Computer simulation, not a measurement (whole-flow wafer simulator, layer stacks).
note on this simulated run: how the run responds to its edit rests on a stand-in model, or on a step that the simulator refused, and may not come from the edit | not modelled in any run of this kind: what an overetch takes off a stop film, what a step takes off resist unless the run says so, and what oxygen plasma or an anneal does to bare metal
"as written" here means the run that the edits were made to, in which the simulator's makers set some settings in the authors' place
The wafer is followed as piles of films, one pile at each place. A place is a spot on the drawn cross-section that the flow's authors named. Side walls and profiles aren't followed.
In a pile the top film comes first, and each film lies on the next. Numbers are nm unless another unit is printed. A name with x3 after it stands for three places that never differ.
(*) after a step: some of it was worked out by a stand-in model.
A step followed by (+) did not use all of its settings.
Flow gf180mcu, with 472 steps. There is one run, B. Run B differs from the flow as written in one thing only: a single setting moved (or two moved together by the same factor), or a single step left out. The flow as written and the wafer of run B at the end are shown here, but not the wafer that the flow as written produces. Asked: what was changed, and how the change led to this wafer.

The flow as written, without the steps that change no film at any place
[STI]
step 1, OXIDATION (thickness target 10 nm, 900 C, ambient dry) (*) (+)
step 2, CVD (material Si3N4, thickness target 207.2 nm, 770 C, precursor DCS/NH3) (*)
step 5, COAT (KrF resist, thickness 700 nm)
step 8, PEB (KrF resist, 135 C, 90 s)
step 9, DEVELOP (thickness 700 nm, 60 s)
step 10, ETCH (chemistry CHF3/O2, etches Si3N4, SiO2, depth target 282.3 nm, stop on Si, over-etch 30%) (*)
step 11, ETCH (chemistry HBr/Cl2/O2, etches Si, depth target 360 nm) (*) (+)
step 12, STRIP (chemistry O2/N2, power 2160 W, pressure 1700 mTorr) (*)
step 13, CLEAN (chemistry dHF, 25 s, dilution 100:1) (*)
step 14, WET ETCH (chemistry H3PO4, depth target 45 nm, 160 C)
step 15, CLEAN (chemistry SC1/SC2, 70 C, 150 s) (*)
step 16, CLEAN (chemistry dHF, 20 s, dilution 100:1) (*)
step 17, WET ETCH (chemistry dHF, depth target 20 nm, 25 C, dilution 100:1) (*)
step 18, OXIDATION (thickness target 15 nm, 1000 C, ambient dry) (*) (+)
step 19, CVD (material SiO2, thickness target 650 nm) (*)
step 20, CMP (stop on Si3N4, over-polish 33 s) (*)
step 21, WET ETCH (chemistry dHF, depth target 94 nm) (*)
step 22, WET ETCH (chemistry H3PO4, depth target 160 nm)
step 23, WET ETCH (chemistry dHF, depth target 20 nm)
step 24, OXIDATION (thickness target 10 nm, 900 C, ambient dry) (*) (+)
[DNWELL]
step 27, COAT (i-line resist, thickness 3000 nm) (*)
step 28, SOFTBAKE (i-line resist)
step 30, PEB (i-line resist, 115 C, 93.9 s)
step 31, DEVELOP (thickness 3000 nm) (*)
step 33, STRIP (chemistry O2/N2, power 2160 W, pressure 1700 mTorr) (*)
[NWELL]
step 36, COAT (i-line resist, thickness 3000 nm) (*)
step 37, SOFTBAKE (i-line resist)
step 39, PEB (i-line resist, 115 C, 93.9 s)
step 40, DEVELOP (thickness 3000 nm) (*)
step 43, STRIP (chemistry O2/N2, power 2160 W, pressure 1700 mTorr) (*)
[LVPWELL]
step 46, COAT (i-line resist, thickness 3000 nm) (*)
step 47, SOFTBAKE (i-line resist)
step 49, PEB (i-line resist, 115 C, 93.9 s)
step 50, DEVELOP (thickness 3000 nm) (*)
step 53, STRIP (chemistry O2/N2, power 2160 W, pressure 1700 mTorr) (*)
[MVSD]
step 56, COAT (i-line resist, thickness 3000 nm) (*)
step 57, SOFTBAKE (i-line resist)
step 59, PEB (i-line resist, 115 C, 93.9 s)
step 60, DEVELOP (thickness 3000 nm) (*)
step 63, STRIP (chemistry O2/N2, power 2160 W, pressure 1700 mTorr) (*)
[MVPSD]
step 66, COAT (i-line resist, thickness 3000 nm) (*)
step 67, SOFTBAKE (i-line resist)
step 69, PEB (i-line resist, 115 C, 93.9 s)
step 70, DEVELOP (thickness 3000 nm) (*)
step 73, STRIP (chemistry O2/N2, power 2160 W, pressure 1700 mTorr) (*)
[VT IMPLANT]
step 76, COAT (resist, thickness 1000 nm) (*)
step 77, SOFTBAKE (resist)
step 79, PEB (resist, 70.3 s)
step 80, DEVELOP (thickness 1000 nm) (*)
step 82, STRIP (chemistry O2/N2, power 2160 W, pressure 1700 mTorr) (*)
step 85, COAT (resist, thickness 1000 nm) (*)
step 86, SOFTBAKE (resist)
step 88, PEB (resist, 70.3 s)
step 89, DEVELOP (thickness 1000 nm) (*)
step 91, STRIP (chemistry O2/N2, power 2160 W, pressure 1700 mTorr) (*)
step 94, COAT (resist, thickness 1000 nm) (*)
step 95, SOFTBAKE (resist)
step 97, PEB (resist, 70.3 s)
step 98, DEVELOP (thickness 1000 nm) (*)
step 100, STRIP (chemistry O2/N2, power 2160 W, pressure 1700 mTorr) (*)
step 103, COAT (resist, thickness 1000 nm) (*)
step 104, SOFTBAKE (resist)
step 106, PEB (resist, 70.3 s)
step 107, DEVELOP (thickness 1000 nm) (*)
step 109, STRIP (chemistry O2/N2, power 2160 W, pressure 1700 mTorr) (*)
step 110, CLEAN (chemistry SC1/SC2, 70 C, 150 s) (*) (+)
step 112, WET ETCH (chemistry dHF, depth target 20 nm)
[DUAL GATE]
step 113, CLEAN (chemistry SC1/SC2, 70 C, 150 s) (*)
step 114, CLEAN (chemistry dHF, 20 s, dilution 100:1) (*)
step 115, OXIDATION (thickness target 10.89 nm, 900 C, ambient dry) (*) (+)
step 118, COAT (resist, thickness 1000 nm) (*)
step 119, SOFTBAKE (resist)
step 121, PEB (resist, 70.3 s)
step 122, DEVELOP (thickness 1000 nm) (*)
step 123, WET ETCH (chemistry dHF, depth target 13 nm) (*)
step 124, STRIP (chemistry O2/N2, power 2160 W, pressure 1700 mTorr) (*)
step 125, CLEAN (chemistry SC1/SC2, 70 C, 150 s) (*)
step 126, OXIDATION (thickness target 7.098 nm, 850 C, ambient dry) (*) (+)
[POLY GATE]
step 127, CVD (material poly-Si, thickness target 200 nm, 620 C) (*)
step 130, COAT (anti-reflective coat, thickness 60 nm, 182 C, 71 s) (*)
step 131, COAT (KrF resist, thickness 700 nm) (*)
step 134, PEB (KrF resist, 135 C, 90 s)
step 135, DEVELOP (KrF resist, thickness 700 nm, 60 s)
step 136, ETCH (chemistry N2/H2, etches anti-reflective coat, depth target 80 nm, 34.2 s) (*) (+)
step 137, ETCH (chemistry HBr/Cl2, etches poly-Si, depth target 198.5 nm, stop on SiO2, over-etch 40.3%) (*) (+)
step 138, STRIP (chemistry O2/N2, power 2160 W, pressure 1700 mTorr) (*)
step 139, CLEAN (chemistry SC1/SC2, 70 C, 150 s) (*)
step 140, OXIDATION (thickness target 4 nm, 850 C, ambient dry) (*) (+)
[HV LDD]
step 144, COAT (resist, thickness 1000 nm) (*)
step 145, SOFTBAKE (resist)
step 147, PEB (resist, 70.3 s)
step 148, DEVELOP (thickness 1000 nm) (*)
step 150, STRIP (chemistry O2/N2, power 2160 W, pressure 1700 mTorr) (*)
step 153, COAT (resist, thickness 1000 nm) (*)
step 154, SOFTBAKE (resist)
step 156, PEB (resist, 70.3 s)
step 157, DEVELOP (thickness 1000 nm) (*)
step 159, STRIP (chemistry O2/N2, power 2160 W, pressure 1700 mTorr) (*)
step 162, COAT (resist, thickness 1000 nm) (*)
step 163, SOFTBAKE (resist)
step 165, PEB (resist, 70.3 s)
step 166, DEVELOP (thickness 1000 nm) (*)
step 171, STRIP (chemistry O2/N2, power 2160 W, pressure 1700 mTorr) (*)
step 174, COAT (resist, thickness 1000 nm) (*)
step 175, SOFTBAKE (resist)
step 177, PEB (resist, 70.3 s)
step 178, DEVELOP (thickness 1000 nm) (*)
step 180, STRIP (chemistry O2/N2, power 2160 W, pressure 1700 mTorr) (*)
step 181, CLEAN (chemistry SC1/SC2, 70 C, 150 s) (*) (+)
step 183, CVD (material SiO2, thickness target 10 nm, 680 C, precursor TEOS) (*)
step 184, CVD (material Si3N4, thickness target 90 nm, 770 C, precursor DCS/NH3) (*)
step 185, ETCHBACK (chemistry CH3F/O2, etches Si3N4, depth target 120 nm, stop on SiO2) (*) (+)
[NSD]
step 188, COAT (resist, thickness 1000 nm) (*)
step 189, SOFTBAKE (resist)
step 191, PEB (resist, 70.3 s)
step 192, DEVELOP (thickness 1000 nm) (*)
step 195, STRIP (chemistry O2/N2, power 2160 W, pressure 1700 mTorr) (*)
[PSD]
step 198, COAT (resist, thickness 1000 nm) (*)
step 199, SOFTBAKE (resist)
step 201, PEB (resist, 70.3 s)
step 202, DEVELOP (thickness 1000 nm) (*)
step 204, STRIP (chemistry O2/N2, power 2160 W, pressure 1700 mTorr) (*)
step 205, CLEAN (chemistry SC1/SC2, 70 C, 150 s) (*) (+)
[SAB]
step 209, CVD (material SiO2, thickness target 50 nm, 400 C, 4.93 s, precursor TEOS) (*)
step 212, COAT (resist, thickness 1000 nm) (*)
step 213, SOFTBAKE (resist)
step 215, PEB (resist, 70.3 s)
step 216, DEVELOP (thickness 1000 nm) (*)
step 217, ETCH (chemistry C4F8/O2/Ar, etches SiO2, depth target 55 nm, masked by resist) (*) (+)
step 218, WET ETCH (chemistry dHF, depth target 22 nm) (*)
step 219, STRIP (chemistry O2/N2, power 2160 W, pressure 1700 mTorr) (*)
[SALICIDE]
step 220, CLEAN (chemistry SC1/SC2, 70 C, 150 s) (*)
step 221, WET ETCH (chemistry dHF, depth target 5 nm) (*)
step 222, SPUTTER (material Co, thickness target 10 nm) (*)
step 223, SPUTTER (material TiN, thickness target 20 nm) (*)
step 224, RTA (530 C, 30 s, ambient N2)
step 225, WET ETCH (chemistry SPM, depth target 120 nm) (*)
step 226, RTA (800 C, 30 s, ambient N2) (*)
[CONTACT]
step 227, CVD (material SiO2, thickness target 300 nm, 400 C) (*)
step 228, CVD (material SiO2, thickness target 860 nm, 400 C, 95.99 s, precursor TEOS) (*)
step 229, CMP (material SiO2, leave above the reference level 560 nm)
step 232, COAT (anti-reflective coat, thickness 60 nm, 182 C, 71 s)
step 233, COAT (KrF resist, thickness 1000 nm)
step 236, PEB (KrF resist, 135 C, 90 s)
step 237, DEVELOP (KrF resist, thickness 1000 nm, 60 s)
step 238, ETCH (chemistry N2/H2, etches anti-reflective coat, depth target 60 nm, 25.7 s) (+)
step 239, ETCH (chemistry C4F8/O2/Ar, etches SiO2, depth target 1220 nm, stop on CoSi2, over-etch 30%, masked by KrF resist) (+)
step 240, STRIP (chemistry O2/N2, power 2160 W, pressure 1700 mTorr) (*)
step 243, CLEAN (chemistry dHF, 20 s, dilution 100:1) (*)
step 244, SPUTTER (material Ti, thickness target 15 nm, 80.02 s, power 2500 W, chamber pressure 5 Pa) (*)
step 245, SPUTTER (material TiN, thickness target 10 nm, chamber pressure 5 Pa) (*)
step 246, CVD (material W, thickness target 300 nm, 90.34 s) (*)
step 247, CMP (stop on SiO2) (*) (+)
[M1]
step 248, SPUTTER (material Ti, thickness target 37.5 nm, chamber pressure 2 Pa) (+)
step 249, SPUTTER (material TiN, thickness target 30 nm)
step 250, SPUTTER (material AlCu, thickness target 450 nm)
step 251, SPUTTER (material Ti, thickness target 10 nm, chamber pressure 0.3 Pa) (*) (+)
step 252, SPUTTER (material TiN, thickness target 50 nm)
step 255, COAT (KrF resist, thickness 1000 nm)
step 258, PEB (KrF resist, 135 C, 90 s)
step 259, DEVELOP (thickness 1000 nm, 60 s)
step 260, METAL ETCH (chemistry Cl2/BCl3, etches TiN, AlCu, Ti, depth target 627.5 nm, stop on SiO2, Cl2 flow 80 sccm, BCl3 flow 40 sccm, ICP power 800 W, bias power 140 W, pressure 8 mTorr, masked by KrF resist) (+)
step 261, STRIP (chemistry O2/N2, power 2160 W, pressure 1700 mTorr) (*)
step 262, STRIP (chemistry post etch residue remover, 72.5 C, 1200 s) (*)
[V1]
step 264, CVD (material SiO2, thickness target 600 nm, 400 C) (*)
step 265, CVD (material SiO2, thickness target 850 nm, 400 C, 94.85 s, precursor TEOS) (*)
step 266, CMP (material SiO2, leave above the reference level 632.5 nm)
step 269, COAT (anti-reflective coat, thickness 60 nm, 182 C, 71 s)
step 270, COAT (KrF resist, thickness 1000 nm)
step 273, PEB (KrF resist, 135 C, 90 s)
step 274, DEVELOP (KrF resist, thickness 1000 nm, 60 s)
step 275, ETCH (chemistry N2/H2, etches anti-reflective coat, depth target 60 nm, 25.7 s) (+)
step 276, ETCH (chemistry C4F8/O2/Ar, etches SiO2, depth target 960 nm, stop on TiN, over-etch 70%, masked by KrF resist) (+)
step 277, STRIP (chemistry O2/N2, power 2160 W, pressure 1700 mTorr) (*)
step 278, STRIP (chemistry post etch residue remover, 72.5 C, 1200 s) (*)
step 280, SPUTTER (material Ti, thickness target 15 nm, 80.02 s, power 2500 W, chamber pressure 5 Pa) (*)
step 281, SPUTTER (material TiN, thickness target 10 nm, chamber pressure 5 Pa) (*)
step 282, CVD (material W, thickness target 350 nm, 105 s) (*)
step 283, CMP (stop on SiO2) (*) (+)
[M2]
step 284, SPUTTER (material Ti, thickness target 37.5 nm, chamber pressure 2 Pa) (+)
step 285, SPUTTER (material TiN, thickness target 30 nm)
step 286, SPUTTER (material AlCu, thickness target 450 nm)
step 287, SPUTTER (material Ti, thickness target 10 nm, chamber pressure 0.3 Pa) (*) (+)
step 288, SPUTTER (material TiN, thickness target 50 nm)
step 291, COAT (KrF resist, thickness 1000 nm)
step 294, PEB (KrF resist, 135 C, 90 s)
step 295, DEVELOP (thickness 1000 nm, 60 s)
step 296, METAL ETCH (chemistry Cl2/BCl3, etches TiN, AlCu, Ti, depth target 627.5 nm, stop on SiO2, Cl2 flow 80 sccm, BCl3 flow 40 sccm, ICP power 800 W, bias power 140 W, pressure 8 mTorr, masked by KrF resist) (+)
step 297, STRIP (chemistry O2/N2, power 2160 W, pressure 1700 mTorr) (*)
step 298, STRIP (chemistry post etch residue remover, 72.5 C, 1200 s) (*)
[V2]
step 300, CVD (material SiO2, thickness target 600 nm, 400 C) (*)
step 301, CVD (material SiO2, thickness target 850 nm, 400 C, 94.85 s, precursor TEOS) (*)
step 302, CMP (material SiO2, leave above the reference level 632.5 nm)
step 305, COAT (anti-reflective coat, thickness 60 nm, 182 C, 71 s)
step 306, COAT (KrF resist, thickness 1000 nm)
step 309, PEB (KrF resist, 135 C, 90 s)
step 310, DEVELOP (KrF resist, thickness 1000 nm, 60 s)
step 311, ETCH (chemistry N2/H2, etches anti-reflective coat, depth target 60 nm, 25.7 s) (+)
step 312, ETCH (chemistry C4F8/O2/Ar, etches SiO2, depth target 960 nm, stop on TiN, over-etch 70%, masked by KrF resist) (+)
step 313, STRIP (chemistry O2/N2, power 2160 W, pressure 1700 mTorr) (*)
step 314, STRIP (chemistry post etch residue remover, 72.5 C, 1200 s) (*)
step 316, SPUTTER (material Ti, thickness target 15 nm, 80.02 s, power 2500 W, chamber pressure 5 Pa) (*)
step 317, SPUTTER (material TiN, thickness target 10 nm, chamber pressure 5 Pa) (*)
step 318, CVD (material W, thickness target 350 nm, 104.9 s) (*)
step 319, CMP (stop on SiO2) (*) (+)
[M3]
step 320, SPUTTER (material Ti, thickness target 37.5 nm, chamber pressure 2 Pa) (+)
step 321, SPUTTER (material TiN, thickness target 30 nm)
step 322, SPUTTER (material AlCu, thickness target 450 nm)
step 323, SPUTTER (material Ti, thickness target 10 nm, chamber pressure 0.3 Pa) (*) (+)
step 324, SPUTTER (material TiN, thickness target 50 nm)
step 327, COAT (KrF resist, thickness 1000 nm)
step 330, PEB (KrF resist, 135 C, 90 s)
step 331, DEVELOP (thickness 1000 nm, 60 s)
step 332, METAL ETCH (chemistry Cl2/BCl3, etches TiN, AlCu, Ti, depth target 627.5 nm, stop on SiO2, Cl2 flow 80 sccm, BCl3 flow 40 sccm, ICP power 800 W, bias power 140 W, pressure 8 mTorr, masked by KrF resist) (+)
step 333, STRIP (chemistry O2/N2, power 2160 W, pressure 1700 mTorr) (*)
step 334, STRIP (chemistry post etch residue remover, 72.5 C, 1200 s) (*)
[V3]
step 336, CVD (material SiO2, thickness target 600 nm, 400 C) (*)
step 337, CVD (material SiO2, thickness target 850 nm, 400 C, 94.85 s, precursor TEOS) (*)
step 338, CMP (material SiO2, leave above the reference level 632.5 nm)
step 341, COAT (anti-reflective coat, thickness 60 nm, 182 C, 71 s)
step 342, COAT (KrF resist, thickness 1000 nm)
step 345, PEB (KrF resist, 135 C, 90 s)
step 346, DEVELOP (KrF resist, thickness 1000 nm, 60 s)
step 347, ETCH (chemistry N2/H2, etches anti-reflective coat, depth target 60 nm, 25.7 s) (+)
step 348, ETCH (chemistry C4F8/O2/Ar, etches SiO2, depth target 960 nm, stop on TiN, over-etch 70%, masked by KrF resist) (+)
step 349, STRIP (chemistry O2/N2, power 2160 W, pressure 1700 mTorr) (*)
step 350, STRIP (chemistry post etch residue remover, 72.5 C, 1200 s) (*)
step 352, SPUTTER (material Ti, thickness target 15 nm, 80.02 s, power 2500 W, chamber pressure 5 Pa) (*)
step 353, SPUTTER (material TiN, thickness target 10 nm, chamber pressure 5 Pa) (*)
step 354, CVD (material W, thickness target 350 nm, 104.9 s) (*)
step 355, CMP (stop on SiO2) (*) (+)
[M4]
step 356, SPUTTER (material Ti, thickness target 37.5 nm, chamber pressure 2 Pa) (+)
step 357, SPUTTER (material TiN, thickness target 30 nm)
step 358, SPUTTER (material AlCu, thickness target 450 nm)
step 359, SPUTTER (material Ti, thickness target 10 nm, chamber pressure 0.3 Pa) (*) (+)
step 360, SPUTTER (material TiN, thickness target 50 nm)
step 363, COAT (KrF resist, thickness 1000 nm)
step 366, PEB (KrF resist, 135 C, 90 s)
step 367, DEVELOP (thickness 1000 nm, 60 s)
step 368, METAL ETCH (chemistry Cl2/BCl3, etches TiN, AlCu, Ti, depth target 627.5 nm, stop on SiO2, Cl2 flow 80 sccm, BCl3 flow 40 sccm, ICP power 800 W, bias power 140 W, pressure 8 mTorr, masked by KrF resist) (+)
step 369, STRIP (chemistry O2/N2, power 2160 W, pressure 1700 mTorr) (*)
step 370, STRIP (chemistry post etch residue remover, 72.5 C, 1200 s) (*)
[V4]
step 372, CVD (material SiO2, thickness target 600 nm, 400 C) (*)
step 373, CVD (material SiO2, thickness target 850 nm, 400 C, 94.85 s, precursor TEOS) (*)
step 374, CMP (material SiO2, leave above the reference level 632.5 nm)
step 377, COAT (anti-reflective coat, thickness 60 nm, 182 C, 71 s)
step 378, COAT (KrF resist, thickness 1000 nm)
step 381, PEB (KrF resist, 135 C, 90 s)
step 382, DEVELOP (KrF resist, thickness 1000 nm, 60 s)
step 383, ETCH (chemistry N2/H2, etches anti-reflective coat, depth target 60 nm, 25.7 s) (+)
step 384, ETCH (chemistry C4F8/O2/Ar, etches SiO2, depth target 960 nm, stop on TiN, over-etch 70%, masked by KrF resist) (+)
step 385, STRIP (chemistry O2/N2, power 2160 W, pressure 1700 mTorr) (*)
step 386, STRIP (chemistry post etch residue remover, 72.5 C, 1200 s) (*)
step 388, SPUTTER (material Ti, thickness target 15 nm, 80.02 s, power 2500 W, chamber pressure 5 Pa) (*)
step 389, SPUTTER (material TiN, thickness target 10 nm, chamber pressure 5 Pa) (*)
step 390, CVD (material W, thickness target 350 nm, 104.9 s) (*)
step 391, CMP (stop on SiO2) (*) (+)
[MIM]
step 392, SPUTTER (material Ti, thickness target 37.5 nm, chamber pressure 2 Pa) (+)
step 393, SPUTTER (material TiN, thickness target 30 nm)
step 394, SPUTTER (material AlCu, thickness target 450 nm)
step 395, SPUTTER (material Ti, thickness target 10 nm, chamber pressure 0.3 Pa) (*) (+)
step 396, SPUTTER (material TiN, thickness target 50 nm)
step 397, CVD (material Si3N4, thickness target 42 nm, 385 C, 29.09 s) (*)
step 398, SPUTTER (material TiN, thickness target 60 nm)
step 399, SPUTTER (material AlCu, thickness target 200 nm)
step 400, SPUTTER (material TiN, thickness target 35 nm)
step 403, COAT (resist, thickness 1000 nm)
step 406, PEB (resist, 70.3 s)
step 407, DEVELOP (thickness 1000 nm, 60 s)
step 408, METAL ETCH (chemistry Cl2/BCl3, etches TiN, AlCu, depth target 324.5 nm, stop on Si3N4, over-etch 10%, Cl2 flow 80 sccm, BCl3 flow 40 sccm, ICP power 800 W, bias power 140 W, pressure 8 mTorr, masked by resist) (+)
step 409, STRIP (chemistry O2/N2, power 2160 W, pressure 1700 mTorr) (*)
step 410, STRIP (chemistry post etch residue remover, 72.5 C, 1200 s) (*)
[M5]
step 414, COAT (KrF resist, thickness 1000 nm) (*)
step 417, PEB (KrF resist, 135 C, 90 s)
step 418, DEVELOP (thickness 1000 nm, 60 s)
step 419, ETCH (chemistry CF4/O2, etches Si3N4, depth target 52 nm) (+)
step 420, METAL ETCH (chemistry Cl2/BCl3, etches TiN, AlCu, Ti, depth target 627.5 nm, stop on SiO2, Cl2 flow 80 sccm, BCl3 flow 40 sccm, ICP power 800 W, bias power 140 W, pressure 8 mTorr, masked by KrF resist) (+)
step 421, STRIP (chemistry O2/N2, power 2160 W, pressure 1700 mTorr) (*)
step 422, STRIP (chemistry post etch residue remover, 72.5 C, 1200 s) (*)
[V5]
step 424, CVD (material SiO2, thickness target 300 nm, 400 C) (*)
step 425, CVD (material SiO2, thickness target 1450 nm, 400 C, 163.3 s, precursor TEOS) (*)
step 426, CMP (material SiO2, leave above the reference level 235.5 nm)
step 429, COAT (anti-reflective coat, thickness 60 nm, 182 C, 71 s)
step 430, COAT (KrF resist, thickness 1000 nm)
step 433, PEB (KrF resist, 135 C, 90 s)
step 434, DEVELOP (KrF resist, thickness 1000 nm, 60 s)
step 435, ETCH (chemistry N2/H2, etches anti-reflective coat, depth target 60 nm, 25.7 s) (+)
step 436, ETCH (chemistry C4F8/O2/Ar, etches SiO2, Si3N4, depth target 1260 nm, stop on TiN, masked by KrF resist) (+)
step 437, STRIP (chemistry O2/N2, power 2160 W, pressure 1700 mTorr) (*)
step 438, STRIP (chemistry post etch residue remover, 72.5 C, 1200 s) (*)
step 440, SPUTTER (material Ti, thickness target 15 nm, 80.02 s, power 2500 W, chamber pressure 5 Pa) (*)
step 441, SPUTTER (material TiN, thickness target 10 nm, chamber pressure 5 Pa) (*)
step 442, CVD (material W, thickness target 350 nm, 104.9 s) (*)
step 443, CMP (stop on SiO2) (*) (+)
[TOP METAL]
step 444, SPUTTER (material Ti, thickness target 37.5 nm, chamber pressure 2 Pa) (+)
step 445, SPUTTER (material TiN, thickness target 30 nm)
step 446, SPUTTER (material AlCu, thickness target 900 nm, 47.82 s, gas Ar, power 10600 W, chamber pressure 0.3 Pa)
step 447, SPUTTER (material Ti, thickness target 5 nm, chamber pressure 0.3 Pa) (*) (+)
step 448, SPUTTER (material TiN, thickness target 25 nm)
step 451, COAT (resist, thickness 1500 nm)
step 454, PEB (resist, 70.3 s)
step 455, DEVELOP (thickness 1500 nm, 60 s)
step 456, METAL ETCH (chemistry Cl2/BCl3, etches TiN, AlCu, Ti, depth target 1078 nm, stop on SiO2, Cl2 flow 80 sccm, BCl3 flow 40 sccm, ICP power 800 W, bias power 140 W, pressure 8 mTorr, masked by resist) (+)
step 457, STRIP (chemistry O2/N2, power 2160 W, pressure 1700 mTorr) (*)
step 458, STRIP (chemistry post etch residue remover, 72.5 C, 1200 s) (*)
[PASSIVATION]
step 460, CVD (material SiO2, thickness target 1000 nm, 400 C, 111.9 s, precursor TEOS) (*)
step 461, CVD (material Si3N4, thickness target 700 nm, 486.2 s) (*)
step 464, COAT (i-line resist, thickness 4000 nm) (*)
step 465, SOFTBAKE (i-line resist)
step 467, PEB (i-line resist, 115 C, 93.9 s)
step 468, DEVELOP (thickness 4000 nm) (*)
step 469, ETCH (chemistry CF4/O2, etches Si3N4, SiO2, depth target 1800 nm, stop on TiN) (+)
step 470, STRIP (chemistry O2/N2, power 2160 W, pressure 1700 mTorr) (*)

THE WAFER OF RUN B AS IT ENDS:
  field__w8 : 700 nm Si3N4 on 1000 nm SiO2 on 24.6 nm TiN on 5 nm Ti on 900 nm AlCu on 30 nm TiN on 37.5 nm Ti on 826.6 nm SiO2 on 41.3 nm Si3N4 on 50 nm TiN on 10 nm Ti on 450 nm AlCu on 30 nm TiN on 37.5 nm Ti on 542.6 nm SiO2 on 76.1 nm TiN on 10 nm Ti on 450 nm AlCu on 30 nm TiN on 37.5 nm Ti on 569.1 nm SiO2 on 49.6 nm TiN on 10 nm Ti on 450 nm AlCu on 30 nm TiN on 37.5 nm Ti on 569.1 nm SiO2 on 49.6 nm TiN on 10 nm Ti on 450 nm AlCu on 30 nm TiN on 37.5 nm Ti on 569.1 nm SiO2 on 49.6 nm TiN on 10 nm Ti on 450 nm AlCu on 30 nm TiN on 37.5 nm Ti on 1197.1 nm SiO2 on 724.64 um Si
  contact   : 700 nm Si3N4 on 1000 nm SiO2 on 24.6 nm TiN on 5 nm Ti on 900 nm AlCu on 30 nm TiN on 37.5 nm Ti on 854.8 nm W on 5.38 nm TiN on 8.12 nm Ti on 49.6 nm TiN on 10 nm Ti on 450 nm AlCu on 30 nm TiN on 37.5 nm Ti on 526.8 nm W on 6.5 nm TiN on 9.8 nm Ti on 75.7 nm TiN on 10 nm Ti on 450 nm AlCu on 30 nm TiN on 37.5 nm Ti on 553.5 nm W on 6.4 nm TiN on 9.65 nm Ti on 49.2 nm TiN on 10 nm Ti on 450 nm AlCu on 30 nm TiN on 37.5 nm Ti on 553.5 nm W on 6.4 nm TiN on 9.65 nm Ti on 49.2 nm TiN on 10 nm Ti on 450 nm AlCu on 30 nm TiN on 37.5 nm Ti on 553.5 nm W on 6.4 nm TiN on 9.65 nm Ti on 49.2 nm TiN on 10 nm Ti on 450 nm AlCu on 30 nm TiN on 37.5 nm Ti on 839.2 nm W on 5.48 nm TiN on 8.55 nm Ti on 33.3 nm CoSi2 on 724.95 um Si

The reason: step 360, SPUTTER: thickness target 76.5 nm was run, while the flow as written has thickness target 50 nm.

The path from the change to this, step by step:
  step 360, SPUTTER (material TiN, thickness target 50 nm)
      field, field__w1, field__w2 and 108 more: TiN gains 76.5 (new film) (in the flow as written it would be: TiN gains 50 (new film))
  step 368, METAL ETCH (chemistry Cl2/BCl3, etches TiN, AlCu, Ti, depth target 627.5 nm, stop on SiO2, Cl2 flow 80 sccm, BCl3 flow 40 sccm, ICP power 800 W, bias power 140 W, pressure 8 mTorr, masked by KrF resist) (+)
      field, field__w1, field__w2 and 103 more: TiN loses 76.5 (all of it), Ti loses 10 (all of it), AlCu loses 450 (all of it), TiN loses 30 (all of it), Ti loses 37.5 (all of it) (in the flow as written it would be: TiN loses 50 (all of it), Ti loses 10 (all of it), AlCu loses 450 (all of it), TiN loses 30 (all of it), Ti loses 37.5 (all of it))
  step 374, CMP (material SiO2, leave above the reference level 632.5 nm)
      field__w8, contact, m1, m1__w1, m1_nw: SiO2 loses 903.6 (in the flow as written it would be: SiO2 loses 877.1)
  step 384, ETCH (chemistry C4F8/O2/Ar, etches SiO2, depth target 960 nm, stop on TiN, over-etch 70%, masked by KrF resist) (+)
      field, field__w1, field__w2 and 107 more: KrF resist loses 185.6 (in the flow as written it would be: KrF resist loses 192)
      contact: SiO2 loses 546 (all of it) (in the flow as written it would be: SiO2 loses 572.5 (all of it))
  step 390, CVD (material W, thickness target 350 nm, 104.9 s) (*)
      contact: W gains 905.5 (new film) (in the flow as written it would be: W gains 932.3 (new film))
